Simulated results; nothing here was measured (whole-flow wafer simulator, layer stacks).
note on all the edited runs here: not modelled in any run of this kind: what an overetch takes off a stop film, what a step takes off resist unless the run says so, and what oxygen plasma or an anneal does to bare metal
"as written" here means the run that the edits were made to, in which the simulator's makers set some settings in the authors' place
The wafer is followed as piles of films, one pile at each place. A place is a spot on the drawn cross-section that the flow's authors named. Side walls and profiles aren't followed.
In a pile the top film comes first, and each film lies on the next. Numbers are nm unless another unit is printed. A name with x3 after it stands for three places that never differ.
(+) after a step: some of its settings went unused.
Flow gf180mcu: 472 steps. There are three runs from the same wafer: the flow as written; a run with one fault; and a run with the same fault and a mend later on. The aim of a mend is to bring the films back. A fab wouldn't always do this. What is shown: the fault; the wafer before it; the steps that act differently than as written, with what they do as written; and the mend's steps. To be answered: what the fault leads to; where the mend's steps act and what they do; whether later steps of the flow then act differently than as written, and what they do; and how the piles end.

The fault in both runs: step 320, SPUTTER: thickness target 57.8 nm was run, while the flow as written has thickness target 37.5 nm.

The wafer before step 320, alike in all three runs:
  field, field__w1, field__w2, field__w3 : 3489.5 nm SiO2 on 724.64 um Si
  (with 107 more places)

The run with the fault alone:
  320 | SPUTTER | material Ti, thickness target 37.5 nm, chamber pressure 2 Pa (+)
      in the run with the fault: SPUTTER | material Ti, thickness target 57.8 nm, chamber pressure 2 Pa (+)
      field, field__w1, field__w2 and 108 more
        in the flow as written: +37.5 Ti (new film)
        in the run with the fault: +57.8 Ti (new film)
  Steps later in the flow that act otherwise than as written:
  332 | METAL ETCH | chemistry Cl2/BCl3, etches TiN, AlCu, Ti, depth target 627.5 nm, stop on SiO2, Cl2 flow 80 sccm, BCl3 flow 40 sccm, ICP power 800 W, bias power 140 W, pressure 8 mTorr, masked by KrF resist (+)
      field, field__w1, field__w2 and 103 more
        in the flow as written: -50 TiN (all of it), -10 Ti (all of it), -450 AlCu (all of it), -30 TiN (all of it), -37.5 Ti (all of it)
        in the run with the fault: -50 TiN (all of it), -10 Ti (all of it), -450 AlCu (all of it), -30 TiN (all of it), -57.8 Ti (all of it)
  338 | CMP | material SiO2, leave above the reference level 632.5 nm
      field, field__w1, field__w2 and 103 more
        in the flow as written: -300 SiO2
        in the run with the fault: -279.7 SiO2
  By the end, the piles at field__w8, contact, m1, m1__w1, m1_nw depart from the flow's by more than 2% or 0.5 nm, whichever is larger.
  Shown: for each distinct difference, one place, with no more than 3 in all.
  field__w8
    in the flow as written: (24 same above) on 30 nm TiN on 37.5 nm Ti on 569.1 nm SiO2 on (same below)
    in the run with the fault: (24 same above) on 30 nm TiN on 57.8 nm Ti on 569.1 nm SiO2 on (same below)
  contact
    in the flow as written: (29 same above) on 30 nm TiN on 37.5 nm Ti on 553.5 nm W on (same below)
    in the run with the fault: (29 same above) on 30 nm TiN on 57.8 nm Ti on 553.5 nm W on (same below)

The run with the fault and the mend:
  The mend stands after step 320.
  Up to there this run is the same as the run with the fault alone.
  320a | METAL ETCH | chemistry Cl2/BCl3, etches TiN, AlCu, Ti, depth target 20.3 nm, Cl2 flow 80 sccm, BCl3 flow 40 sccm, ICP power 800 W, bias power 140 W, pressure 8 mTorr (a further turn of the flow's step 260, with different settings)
      field, field__w1, field__w2 and 108 more
        -20.3 Ti
  None of the later steps of the flow acts differently than as written at any place that is followed.
  By the end, the piles equal the flow's at every place that both follow.
